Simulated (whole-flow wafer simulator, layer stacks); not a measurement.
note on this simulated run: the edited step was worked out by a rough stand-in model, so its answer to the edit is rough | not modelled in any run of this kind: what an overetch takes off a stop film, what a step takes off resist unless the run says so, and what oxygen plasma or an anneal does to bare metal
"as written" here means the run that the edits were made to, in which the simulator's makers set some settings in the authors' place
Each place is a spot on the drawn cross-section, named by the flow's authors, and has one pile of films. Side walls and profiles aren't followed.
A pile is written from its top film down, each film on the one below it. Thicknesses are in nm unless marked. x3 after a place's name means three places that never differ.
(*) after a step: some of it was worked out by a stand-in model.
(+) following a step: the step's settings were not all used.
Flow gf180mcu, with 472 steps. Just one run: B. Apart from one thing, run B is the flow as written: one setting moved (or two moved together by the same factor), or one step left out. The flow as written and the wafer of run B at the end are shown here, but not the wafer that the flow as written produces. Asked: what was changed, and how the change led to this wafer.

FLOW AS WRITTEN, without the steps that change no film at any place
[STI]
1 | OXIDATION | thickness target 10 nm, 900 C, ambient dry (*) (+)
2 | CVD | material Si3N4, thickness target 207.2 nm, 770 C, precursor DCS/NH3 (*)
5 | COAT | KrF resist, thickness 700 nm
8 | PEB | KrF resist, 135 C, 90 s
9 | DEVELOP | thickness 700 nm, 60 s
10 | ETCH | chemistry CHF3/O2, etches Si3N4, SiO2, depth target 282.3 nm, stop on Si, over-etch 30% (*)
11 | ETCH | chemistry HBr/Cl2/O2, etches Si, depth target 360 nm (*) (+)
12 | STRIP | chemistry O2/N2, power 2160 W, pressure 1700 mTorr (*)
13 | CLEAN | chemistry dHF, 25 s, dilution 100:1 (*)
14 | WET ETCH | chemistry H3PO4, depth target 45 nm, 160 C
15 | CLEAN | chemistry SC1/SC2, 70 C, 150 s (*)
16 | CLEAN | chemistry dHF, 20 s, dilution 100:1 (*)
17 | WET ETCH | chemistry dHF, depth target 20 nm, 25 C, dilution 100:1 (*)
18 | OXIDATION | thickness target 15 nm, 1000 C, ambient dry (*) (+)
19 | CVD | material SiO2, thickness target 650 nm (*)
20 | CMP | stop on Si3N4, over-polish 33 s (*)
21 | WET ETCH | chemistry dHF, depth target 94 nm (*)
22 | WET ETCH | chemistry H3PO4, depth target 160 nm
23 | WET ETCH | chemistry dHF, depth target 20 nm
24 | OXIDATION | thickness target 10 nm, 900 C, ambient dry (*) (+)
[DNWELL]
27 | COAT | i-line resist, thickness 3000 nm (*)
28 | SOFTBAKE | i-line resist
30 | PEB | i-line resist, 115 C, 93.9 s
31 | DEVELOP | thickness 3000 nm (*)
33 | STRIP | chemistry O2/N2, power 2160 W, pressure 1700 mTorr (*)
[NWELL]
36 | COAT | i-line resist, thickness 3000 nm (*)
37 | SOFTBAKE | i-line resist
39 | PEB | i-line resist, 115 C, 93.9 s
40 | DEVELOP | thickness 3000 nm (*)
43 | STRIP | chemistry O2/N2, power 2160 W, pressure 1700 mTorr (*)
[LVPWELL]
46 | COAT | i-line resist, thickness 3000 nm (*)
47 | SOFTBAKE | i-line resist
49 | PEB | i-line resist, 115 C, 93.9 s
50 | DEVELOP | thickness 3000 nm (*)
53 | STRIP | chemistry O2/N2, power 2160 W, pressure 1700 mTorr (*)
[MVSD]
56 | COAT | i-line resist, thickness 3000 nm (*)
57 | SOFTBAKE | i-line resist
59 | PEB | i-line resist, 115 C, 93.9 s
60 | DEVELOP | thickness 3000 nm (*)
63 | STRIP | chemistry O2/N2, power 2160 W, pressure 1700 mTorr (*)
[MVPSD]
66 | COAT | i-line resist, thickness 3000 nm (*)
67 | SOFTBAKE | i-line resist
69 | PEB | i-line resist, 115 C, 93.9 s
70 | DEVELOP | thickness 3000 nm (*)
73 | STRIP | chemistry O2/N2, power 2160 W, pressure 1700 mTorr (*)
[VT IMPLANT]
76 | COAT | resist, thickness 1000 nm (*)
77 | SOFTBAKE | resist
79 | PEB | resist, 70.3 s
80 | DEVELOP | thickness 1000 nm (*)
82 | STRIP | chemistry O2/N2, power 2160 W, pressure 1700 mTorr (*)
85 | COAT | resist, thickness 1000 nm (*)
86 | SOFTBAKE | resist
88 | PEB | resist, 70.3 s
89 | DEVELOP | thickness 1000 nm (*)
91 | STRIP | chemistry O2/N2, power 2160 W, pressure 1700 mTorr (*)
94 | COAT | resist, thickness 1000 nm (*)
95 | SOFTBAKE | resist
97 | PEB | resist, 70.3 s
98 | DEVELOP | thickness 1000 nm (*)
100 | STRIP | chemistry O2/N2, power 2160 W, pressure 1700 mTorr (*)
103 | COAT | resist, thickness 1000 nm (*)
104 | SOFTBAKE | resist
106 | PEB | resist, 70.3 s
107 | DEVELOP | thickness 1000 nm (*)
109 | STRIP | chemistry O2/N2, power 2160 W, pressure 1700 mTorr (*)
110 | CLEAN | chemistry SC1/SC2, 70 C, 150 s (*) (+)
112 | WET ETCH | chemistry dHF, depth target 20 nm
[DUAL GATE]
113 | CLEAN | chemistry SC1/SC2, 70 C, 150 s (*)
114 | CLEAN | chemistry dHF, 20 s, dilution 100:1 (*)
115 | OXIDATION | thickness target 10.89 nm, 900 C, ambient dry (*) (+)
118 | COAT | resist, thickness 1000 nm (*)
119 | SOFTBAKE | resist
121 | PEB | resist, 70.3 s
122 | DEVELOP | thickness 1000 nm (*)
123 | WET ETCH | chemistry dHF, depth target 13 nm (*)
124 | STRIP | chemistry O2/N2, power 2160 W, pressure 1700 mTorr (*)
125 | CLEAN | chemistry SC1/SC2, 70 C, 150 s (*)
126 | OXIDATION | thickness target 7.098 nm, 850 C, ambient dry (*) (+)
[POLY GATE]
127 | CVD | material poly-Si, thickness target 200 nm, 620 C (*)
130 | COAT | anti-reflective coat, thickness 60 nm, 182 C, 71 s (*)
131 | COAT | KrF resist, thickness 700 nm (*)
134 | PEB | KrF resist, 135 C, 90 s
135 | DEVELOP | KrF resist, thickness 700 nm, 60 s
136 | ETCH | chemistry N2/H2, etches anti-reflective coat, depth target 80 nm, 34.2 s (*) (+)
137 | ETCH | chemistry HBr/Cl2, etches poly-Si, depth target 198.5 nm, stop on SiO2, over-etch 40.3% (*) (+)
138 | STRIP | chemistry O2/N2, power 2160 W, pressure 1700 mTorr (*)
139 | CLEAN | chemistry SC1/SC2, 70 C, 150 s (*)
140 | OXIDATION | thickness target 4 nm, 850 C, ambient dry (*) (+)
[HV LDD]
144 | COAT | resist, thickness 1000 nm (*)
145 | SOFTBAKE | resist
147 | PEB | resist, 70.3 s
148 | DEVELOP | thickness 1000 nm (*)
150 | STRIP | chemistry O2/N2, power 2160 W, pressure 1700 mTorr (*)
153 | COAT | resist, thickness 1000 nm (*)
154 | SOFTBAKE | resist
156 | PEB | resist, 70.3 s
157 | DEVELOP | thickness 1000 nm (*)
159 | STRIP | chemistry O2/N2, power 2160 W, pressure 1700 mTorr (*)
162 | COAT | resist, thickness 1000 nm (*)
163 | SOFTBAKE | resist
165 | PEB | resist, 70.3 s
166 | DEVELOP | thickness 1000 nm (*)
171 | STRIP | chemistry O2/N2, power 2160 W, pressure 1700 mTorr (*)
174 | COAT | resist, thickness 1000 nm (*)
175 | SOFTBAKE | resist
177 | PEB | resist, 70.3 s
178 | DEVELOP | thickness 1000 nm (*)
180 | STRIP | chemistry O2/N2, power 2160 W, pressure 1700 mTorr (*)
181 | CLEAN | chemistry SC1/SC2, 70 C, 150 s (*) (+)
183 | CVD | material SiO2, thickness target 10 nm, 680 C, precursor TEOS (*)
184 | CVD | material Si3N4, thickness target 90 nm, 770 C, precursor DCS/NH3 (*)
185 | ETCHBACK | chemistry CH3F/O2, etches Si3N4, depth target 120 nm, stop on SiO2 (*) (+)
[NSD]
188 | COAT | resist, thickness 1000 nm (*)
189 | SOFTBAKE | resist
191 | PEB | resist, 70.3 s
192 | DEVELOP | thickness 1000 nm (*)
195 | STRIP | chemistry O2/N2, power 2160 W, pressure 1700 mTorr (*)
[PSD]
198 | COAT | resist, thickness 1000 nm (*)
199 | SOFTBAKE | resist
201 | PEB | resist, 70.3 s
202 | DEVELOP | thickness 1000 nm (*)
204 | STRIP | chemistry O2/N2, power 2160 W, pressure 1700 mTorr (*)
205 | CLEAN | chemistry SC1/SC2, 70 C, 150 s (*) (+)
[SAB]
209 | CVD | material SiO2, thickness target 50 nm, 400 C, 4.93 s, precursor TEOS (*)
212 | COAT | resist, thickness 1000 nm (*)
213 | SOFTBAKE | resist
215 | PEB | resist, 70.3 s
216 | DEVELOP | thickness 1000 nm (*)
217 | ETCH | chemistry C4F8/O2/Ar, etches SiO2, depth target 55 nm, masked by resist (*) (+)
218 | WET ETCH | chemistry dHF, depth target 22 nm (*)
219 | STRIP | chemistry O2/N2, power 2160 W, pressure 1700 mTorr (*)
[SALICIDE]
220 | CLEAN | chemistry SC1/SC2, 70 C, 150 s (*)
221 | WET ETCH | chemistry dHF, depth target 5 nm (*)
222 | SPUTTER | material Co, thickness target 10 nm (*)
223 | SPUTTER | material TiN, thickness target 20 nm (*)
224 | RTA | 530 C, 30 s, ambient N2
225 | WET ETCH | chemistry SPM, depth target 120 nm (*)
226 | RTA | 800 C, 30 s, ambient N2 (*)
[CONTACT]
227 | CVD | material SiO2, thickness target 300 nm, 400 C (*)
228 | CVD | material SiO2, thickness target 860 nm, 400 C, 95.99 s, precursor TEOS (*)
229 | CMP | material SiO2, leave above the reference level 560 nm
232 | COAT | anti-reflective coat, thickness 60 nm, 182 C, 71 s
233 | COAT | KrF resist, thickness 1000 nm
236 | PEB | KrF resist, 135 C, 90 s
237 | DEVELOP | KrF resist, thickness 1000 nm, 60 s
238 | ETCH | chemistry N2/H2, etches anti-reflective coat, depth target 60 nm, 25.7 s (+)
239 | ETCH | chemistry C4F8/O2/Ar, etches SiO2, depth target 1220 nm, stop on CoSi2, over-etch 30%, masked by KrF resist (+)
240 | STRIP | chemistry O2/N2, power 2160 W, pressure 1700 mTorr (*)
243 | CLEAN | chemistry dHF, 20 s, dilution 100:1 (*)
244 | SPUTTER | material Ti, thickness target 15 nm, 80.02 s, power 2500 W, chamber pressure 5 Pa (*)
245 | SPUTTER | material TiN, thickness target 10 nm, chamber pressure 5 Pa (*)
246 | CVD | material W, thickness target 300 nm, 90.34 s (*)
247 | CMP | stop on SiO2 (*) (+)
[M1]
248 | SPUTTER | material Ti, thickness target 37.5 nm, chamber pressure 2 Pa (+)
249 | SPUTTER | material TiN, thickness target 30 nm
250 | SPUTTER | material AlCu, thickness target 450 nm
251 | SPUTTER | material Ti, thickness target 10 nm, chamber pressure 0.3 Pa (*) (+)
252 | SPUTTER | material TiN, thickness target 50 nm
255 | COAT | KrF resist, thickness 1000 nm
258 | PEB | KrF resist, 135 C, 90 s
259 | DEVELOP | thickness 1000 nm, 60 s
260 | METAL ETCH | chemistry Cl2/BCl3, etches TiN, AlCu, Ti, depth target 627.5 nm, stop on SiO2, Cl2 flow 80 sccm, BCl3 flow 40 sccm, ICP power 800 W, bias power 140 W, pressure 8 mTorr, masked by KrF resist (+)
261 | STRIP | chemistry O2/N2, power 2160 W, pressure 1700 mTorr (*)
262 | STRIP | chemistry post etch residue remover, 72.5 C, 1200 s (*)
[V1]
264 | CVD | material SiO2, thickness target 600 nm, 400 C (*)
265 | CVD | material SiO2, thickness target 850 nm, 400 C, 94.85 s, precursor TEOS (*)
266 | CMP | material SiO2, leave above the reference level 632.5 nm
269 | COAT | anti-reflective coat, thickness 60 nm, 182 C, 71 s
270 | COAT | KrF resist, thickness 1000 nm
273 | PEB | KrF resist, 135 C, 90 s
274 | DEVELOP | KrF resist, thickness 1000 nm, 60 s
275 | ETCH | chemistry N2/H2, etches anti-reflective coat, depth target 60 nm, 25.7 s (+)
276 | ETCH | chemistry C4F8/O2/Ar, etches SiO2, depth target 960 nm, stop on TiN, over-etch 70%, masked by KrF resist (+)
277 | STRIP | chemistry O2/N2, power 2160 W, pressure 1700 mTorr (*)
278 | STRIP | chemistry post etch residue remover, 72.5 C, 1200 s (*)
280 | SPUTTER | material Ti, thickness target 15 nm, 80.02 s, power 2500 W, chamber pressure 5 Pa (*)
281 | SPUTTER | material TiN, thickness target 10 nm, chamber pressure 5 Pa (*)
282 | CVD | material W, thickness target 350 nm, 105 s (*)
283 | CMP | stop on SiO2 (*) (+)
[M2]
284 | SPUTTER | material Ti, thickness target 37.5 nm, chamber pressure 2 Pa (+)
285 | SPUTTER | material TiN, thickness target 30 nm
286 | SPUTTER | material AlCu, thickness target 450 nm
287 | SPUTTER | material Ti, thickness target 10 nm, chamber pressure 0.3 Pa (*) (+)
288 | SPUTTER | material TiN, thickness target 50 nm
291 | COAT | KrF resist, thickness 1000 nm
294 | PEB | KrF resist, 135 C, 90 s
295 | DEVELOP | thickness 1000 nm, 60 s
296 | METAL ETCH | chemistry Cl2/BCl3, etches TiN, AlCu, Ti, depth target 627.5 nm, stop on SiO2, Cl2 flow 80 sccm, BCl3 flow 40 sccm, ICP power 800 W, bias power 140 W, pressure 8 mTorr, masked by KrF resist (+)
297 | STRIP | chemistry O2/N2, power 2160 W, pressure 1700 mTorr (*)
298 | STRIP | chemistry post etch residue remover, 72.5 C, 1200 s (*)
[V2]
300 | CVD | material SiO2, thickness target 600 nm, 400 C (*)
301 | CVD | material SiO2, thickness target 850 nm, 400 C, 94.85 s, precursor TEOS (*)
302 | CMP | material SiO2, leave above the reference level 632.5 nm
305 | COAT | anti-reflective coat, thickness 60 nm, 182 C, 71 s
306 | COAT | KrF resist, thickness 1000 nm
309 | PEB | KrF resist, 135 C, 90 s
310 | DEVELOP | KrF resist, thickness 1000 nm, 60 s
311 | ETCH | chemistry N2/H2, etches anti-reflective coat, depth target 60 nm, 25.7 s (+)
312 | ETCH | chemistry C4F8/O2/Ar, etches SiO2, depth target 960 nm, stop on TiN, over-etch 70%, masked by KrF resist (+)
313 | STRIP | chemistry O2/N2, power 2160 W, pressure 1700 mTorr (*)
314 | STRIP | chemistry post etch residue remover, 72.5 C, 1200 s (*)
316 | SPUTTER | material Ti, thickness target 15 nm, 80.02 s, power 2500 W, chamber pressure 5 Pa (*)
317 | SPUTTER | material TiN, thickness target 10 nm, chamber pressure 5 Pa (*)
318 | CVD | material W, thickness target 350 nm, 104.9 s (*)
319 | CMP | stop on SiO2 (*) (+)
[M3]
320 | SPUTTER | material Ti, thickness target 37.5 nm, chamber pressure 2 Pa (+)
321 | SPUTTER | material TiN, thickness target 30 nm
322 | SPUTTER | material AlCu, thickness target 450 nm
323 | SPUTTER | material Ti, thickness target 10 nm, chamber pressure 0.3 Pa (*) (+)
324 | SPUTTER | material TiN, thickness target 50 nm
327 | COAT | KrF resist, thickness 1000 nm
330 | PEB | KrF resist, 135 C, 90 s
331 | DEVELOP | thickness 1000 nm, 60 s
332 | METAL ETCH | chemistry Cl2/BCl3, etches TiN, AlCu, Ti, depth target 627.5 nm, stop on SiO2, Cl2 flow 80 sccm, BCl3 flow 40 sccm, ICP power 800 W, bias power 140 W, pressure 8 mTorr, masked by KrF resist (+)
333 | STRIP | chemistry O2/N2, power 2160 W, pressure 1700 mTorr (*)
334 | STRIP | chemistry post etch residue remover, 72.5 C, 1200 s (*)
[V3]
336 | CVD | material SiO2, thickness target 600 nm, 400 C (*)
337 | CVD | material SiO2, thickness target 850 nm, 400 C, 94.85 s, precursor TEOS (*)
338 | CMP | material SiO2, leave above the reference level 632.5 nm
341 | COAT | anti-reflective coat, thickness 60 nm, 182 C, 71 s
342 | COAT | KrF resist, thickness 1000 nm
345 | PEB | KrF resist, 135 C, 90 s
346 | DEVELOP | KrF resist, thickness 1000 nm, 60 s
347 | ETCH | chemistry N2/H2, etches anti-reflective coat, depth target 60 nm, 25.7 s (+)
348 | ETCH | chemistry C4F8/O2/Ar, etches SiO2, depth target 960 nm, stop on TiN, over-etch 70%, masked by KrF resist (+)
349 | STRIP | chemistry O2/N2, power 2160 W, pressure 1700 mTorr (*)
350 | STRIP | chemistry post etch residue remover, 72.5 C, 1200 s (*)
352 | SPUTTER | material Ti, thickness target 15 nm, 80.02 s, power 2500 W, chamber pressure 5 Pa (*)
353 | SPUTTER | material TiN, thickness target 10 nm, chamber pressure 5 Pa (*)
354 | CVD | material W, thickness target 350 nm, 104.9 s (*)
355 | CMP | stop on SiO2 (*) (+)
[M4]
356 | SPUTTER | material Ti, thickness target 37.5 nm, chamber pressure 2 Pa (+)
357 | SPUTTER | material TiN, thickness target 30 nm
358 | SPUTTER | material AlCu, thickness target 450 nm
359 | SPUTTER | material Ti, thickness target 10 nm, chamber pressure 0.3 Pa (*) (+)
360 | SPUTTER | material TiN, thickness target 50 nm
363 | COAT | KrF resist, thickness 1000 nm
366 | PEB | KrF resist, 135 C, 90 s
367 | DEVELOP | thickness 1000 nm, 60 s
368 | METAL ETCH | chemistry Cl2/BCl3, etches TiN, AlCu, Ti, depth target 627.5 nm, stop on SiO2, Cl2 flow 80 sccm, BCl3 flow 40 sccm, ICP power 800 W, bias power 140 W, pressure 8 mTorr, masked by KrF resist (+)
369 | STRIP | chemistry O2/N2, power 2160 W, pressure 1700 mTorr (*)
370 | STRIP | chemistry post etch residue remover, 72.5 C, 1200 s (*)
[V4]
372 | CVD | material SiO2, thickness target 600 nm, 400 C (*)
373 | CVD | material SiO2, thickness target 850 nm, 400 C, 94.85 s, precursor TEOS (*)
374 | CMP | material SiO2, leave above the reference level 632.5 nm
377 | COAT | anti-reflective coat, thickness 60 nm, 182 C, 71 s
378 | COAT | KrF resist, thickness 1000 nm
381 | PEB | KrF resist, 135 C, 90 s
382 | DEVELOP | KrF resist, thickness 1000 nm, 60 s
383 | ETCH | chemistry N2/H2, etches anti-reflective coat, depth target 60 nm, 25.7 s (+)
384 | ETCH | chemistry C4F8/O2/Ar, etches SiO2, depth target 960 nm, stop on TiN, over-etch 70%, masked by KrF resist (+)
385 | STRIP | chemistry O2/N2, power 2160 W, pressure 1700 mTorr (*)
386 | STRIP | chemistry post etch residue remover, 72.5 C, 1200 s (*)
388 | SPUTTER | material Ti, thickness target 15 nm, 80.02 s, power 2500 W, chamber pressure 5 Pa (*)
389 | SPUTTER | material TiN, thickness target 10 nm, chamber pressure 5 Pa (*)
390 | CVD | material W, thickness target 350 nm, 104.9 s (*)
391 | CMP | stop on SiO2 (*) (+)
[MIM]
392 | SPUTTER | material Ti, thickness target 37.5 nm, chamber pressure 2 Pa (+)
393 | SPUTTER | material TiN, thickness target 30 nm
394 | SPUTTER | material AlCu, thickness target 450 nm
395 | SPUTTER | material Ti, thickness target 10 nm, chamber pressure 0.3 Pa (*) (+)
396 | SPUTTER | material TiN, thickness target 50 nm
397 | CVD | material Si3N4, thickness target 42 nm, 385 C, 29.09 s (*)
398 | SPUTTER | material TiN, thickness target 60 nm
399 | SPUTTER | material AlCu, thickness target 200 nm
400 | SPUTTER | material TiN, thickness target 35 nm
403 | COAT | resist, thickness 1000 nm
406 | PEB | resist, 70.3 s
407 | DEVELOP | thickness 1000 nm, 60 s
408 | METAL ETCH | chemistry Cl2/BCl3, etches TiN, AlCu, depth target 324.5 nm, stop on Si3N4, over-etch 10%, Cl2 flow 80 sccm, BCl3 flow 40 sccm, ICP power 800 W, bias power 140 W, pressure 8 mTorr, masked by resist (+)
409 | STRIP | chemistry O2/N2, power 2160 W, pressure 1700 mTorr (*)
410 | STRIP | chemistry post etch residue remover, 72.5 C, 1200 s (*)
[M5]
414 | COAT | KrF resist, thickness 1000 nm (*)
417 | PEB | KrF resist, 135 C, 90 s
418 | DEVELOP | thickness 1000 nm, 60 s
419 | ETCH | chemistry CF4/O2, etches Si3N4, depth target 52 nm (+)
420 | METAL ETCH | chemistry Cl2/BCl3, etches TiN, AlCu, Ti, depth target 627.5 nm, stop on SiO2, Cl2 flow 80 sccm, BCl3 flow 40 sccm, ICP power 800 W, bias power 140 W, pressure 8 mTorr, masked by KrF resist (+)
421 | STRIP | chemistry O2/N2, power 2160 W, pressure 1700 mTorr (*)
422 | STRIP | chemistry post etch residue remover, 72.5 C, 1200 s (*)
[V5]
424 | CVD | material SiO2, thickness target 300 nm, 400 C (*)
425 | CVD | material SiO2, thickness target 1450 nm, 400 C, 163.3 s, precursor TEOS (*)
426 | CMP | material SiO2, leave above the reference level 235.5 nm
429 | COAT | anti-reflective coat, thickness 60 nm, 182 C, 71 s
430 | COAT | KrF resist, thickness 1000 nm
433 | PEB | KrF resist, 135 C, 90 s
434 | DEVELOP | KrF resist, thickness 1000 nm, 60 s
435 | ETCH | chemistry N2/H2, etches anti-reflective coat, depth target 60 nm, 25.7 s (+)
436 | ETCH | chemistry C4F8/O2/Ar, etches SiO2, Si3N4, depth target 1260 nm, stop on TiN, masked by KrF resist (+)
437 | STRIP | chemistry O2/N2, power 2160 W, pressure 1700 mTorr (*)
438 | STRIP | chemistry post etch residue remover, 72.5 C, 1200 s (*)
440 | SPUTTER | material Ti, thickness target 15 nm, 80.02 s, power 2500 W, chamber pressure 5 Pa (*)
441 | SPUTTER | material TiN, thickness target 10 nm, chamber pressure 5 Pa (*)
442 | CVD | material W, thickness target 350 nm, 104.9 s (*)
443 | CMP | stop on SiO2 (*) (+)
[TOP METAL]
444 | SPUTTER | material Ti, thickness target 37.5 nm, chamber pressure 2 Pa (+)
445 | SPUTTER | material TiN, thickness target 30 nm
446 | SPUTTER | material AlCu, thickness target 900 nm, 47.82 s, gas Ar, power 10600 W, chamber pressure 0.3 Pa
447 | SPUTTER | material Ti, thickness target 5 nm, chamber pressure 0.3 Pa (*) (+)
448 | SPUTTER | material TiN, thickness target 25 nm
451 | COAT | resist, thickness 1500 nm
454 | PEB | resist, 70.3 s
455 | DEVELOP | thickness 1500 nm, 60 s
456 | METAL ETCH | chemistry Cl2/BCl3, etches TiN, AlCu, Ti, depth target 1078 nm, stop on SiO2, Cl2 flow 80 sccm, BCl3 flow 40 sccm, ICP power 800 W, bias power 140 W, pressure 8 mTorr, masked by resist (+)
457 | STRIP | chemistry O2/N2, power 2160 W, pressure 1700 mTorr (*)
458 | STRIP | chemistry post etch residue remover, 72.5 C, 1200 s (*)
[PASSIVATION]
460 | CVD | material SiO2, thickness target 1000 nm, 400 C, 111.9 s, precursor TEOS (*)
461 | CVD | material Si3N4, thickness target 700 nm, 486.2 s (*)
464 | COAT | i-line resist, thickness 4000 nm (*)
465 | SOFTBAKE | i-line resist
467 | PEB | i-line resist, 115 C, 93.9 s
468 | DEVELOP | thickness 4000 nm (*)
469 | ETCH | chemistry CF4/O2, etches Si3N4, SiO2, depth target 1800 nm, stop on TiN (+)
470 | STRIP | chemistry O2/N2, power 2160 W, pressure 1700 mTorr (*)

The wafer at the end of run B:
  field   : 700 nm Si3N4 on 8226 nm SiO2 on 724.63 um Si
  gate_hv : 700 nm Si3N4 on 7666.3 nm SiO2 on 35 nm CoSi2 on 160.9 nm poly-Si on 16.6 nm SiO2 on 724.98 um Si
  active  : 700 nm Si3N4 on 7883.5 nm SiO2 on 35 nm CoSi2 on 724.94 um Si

What caused this: step 126, OXIDATION: 892 C was run, while the flow as written has 850 C.

The path from the change to this, step by step:
  126 | OXIDATION | thickness target 7.098 nm, 850 C, ambient dry (*) (+)
      gate_hv, active_hv, active_nat and 25 more: +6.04 SiO2, -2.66 Si (it would be, as written: +3.72 SiO2, -1.64 Si)
      ld_fp_n, ld_drift_n, ld_fp_p and 13 more: +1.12 SiO2, -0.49 Si (it would be, as written: +0.52 SiO2, -0.23 Si)
      (and at 48 other places as well)
  130 | COAT | anti-reflective coat, thickness 60 nm, 182 C, 71 s (*)
      p_well, spacer, sd_n: +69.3 anti-reflective coat (new film) (it would be, as written: +70.9 anti-reflective coat (new film))
  136 | ETCH | chemistry N2/H2, etches anti-reflective coat, depth target 80 nm, 34.2 s (*) (+)
      p_well, spacer, sd_n: -69.3 anti-reflective coat (all of it), -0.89 poly-Si (it would be, as written: -70.9 anti-reflective coat (all of it), -0.85 poly-Si)
  189 | SOFTBAKE | resist
      nw_enc_fld_lv__w3: -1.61 resist (it would be, as written: +2.11 resist)
  199 | SOFTBAKE | resist
      nw_enc_fld_lv__w3: -1.61 resist (it would be, as written: +2.11 resist)
  218 | WET ETCH | chemistry dHF, depth target 22 nm (*)
      active, p_well, sd_n, iso_ptap_pw, iso_ntap_nw, iso_ptap_sub, vpnp_e: -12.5 SiO2 (all of it) (it would be, as written: -9.01 SiO2 (all of it))
      ldn_tap, ldn_src, ldn_drn, ldp_tap, ldp_src, ldp_drn, ldp_gr: -18.3 SiO2 (all of it) (it would be, as written: -16 SiO2 (all of it))
      (and at 9 other places as well)
